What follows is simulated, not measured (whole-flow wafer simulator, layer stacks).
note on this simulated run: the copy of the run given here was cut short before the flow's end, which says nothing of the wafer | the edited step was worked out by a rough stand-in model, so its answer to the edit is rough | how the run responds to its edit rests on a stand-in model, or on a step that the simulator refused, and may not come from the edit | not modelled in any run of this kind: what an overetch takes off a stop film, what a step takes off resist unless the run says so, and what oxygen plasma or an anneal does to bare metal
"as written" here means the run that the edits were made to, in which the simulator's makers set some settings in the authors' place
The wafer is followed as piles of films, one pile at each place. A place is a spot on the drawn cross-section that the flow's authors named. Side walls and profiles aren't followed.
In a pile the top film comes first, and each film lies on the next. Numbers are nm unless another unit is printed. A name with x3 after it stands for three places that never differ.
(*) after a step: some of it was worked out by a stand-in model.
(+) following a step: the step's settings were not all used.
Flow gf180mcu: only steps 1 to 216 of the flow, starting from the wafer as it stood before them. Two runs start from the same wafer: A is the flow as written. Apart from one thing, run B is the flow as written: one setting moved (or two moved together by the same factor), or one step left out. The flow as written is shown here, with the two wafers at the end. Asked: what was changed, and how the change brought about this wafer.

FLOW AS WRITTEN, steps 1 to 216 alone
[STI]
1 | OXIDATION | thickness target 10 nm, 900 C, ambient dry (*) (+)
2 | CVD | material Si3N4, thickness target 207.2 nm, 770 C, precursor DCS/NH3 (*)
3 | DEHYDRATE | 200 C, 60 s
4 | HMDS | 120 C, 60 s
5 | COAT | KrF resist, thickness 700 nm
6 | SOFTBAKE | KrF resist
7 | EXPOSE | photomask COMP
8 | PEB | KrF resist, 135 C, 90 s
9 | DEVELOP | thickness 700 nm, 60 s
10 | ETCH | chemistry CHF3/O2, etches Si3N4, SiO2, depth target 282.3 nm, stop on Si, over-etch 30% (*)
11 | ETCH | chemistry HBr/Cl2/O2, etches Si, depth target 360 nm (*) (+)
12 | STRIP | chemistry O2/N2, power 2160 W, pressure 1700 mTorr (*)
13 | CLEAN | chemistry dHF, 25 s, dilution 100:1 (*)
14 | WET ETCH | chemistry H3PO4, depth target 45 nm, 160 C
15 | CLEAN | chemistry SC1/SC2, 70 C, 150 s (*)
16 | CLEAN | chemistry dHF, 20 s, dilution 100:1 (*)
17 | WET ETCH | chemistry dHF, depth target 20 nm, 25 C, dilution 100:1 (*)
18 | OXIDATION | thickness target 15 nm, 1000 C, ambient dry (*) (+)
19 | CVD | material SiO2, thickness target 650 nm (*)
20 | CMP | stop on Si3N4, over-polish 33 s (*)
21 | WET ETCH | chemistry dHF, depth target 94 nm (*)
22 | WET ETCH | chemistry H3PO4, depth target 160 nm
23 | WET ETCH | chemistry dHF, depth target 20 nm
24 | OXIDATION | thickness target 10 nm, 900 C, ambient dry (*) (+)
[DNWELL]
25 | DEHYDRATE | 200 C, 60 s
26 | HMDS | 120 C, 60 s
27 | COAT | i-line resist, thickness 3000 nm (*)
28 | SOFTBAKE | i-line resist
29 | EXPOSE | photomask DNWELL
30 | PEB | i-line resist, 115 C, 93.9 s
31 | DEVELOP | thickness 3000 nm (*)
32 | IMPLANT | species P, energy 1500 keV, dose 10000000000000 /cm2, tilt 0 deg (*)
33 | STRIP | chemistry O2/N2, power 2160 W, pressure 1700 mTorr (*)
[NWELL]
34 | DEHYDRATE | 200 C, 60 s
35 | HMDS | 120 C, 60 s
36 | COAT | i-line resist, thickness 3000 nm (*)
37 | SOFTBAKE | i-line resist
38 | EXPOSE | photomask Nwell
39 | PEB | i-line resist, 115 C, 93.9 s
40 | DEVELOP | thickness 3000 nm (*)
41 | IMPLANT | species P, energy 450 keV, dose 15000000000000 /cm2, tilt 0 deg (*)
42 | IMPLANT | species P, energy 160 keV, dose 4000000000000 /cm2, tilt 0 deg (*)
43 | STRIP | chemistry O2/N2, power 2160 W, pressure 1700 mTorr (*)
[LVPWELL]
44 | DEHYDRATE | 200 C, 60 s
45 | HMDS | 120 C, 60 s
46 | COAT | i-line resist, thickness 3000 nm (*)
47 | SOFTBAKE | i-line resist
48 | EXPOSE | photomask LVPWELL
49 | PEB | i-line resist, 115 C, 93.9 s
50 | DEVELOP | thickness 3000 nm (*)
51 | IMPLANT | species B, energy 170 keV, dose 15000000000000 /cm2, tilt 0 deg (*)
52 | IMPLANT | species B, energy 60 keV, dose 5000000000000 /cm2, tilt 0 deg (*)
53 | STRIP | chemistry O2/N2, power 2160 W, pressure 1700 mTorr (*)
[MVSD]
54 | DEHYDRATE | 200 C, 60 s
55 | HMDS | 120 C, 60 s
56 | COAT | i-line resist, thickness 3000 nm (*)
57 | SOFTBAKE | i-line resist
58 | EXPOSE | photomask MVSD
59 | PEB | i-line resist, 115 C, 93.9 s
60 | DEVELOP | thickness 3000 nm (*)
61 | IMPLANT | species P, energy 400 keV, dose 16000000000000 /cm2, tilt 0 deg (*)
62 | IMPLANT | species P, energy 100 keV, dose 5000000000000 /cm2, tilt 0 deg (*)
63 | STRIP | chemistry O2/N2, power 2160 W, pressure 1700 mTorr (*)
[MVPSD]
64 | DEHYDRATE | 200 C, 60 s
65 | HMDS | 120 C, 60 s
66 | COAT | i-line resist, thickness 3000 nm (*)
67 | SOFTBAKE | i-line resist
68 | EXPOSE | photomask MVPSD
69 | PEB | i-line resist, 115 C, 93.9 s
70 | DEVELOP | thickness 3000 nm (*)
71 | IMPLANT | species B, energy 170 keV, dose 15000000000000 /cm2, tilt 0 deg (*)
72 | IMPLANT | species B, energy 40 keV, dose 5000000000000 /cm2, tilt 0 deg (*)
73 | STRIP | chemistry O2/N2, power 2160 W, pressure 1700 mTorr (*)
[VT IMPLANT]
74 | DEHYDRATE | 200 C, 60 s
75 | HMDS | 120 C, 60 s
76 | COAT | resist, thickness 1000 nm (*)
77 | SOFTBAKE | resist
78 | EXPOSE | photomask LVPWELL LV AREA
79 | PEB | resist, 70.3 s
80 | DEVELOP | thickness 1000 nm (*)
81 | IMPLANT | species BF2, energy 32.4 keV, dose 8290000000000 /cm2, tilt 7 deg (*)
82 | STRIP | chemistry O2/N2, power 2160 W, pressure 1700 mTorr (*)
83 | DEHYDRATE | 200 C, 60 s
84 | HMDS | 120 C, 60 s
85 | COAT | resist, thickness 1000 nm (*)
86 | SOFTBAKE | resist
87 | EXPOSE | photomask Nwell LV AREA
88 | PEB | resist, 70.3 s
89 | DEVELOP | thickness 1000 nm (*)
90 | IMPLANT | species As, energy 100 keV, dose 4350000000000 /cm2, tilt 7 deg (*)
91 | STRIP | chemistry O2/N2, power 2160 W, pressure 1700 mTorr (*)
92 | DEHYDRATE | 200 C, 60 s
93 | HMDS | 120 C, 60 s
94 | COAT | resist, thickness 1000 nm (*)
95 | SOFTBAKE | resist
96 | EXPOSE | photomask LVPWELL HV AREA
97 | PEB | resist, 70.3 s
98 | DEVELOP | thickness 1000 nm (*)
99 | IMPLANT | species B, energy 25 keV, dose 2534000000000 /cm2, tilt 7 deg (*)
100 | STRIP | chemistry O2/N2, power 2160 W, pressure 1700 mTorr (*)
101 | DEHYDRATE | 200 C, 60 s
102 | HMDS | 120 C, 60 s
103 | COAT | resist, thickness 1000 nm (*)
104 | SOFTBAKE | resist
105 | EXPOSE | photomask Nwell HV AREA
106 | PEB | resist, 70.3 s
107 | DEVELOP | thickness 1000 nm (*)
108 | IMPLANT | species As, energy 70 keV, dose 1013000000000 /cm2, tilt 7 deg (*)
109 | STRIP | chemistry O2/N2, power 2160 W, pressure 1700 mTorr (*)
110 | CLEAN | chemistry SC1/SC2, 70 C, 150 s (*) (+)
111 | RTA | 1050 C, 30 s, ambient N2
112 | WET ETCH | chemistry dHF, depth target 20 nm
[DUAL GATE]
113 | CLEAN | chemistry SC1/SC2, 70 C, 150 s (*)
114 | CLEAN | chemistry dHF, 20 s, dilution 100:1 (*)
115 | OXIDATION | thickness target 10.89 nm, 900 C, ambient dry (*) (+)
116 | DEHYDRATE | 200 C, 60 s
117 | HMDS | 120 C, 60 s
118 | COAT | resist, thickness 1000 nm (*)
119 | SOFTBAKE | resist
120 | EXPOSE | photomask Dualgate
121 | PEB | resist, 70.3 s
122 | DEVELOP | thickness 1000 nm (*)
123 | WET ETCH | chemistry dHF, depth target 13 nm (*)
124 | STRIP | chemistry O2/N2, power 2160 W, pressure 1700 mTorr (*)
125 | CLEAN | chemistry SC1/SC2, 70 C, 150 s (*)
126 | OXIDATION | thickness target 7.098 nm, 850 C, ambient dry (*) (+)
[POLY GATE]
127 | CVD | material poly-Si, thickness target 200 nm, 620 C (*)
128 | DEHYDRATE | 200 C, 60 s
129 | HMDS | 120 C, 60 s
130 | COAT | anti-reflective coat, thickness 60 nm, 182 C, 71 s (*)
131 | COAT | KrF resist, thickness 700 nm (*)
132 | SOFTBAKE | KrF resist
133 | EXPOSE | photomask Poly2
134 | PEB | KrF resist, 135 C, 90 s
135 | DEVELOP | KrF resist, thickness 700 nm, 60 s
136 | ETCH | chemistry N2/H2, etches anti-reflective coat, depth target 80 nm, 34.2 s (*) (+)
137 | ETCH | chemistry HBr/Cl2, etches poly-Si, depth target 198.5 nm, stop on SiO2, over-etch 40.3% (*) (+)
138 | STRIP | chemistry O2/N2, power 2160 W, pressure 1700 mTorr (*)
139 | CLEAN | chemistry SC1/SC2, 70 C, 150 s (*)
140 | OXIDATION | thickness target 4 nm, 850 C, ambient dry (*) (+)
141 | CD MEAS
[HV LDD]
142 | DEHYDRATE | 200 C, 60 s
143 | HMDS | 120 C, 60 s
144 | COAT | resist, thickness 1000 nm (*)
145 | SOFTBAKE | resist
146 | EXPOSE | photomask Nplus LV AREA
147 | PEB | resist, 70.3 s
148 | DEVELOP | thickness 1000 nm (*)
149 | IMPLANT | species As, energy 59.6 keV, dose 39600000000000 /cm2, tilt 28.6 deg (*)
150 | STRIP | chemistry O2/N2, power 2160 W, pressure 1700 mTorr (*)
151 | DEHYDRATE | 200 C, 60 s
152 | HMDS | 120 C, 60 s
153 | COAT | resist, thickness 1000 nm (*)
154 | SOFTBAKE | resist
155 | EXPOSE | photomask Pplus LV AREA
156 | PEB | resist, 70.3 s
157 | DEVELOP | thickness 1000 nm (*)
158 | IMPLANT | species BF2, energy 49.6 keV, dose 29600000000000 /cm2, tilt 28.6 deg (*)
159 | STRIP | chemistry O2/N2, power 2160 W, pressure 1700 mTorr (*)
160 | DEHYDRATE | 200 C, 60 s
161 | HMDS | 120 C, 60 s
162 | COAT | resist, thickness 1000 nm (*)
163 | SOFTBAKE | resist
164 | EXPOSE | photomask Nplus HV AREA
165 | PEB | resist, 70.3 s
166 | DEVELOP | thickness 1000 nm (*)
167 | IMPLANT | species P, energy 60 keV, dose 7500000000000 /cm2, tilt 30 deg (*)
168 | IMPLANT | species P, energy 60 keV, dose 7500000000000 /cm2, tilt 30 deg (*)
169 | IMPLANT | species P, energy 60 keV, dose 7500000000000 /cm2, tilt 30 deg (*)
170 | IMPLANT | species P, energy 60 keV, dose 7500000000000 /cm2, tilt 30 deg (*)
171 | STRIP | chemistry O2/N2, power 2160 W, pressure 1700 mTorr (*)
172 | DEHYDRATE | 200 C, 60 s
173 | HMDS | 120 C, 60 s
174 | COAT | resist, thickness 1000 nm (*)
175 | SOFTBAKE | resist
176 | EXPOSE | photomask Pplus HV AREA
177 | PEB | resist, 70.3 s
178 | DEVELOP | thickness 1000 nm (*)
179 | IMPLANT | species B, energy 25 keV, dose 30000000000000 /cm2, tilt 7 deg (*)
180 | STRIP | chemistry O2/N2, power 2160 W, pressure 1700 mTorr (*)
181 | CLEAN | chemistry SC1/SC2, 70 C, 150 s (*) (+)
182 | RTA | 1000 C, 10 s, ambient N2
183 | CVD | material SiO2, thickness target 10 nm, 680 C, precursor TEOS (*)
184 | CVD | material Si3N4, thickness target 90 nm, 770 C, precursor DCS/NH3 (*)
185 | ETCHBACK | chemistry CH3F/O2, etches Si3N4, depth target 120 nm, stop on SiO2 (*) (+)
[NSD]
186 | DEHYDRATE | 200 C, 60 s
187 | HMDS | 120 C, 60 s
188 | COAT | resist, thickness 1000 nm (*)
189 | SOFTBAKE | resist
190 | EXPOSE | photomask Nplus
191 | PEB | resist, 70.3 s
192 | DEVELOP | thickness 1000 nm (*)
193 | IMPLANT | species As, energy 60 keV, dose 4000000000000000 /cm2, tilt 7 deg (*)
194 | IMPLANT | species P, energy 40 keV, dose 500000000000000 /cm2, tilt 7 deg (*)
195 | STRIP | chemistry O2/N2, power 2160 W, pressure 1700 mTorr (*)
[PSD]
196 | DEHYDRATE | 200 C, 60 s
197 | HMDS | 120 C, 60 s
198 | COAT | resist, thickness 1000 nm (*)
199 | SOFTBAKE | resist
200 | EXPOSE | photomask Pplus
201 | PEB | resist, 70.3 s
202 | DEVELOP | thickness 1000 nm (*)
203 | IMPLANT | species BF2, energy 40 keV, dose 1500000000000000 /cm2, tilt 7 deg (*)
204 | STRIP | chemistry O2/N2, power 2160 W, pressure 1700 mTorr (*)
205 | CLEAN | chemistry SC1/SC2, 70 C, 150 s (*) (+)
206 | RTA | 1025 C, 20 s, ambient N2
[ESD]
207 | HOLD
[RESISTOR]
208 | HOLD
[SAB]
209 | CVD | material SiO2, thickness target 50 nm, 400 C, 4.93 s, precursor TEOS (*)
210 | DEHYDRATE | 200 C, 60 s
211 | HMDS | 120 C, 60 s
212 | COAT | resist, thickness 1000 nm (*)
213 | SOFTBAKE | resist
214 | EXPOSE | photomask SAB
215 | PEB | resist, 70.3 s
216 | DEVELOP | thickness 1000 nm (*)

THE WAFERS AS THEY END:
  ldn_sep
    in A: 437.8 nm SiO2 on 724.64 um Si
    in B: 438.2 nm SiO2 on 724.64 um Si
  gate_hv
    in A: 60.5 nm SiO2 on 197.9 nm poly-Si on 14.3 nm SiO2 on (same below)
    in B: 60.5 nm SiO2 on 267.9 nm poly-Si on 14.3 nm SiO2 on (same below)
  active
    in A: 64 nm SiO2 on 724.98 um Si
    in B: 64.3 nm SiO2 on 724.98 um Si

What caused this: step 127, CVD: thickness target 270 nm was run, whereas the flow has thickness target 200 nm.

The path from the change to this, step by step:
  127 | CVD | material poly-Si, thickness target 200 nm, 620 C (*)
      field, field__w1, field__w2 and 89 more: A +200 poly-Si (new film) | B +270 poly-Si (new film)
  137 | ETCH | chemistry HBr/Cl2, etches poly-Si, depth target 198.5 nm, stop on SiO2, over-etch 40.3% (*) (+)
      field__w6, sti, mim_1p0 x3 and 8 more: A -198.8 poly-Si (all of it), -0.4 SiO2 | B -268.8 poly-Si (all of it)
      field__w1, field__w2, nw_enc_fld, ldn_sep, ldn_dft, ldp_dft: A -198.6 poly-Si (all of it), -0.4 SiO2 | B -268.6 poly-Si (all of it)
      (as well as at 45 more places)
  144 | COAT | resist, thickness 1000 nm (*)
      gate: A +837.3 resist (new film) | B +779.3 resist (new film)
      gate_hv: A +845.4 resist (new film) | B +793 resist (new film)
      (as well as at 27 more places)
  145 | SOFTBAKE | resist
      field__w1: A +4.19 resist | B +6.12 resist
      field__w2: A +2.82 resist | B +4.14 resist
      (as well as at 71 more places)
  147 | PEB | resist, 70.3 s
      polyc_n, polyc_n_rim, polyc_p, polyc_p_rim: A -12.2 resist | B -11.1 resist
      ldn_ch, ldn_acc, ldp_ch, ldp_acc: A -13 resist | B -12 resist
      (as well as at 24 more places)
  148 | DEVELOP | thickness 1000 nm (*)
      gate: A -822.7 resist (all of it) | B -764.5 resist (all of it)
      npoly_u: A -821.5 resist (all of it) | B -765.1 resist (all of it)
      (as well as at 3 more places)
  150 | STRIP | chemistry O2/N2, power 2160 W, pressure 1700 mTorr (*)
      gate_hv: A -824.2 resist (all of it) | B -769.4 resist (all of it)
      gate_p: A -828.7 resist (all of it) | B -771.9 resist (all of it)
      (as well as at 24 more places)
  153 | COAT | resist, thickness 1000 nm (*)
      gate: A +837.3 resist (new film) | B +779.3 resist (new film)
      gate_hv: A +845.4 resist (new film) | B +793 resist (new film)
      (as well as at 27 more places)
  154 | SOFTBAKE | resist
      field__w1: A +4.19 resist | B +6.12 resist
      field__w2: A +2.82 resist | B +4.14 resist
      (as well as at 71 more places)
  156 | PEB | resist, 70.3 s
      polyc_n, polyc_n_rim, polyc_p, polyc_p_rim: A -12.2 resist | B -11.1 resist
      ldn_ch, ldn_acc, ldp_ch, ldp_acc: A -13 resist | B -12 resist
      (as well as at 24 more places)
  157 | DEVELOP | thickness 1000 nm (*)
      gate_p: A -828.7 resist (all of it) | B -771.9 resist (all of it)
      ppoly_u: A -827 resist (all of it) | B -772.6 resist (all of it)
      (as well as at 3 more places)
  159 | STRIP | chemistry O2/N2, power 2160 W, pressure 1700 mTorr (*)
      gate: A -822.7 resist (all of it) | B -764.5 resist (all of it)
      gate_hv: A -824.2 resist (all of it) | B -769.4 resist (all of it)
      (as well as at 24 more places)
  162 | COAT | resist, thickness 1000 nm (*)
      gate: A +837.3 resist (new film) | B +779.3 resist (new film)
      gate_hv: A +845.4 resist (new film) | B +793 resist (new film)
      (as well as at 27 more places)
  163 | SOFTBAKE | resist
      field__w1: A +4.19 resist | B +6.12 resist
      field__w2: A +2.82 resist | B +4.14 resist
      (as well as at 71 more places)
  165 | PEB | resist, 70.3 s
      polyc_n, polyc_n_rim, polyc_p, polyc_p_rim: A -12.2 resist | B -11.1 resist
      ldn_ch, ldn_acc, ldp_ch, ldp_acc: A -13 resist | B -12 resist
      (as well as at 24 more places)
  166 | DEVELOP | thickness 1000 nm (*)
      gate_hv: A -824.2 resist (all of it) | B -769.4 resist (all of it)
      gate_nat: A -854.5 resist (all of it) | B -810.2 resist (all of it)
      (as well as at 8 more places)
  ... 20 other steps ...
  216 | DEVELOP | thickness 1000 nm (*)
      field__w3, field__w12: A -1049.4 resist (all of it) | B -1071 resist (all of it)
      field__w2: A -1035.2 resist (all of it) | B -1056.8 resist (all of it)
      (as well as at 37 more places)
